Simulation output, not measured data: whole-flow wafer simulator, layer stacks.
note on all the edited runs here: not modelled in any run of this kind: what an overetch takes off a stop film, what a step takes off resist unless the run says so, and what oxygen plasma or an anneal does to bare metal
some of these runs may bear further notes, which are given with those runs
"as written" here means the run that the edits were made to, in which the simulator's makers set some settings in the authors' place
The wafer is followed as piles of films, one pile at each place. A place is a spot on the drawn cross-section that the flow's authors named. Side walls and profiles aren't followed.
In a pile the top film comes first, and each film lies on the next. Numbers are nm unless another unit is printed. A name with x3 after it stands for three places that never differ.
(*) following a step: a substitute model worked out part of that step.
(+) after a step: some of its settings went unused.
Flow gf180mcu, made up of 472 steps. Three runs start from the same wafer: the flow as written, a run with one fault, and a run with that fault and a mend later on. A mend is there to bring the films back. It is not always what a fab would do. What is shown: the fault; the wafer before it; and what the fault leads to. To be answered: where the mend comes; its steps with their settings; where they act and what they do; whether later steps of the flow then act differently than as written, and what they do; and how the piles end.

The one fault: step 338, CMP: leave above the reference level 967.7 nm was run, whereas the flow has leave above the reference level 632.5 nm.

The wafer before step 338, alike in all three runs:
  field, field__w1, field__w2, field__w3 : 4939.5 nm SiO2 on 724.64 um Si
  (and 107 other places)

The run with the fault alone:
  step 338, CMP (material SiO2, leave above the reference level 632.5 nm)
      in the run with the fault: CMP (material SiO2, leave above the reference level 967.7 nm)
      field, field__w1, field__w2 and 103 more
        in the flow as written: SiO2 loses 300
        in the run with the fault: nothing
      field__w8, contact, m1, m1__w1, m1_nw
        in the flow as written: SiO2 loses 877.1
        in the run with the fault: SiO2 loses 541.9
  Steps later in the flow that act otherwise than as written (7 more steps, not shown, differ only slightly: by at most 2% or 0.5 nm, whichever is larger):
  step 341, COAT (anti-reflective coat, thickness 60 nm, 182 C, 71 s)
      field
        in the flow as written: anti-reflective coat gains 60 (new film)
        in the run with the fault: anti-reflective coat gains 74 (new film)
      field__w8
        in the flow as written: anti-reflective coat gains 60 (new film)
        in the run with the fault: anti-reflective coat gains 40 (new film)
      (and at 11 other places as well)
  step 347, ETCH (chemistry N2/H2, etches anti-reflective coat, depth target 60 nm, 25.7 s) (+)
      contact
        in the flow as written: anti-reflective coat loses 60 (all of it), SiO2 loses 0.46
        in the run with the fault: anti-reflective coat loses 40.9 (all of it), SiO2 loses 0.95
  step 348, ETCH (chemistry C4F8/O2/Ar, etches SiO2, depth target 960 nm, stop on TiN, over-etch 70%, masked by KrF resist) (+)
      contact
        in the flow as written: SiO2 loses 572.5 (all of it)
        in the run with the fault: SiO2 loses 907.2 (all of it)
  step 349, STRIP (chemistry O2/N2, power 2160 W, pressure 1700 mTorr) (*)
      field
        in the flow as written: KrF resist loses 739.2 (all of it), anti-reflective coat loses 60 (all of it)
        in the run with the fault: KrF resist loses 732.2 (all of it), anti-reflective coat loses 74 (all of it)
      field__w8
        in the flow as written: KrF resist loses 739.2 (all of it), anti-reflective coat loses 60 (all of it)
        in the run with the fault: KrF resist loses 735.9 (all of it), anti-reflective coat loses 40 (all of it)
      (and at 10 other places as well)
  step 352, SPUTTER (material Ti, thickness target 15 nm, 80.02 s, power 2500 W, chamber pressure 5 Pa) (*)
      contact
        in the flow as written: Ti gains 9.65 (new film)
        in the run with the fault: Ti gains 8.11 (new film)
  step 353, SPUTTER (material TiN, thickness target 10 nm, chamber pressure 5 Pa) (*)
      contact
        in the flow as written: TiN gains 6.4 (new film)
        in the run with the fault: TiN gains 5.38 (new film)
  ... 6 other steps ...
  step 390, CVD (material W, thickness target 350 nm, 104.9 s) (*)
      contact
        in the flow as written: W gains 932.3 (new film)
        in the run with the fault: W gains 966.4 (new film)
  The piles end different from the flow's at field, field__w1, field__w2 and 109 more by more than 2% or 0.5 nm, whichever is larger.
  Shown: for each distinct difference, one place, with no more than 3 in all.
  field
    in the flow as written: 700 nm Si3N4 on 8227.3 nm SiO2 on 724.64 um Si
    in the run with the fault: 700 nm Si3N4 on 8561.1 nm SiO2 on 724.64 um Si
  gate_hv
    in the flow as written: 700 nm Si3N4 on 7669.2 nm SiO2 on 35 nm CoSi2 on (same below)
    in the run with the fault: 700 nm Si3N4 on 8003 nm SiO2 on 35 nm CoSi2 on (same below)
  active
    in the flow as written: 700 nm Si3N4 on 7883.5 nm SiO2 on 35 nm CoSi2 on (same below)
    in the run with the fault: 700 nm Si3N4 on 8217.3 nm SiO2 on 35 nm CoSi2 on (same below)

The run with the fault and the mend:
  The mend stands after step 338.
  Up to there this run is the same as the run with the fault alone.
  step 338a, CMP (material SiO2, leave above the reference level 632.5 nm) (the flow's step 338 again)
      field, field__w1, field__w2 and 103 more
        SiO2 loses 300
      field__w8, contact, m1, m1__w1, m1_nw
        SiO2 loses 335.2
  Later steps of the flow that are run all act as written at every place that is followed.
  At every place that both follow, the piles at the end match the flow's.
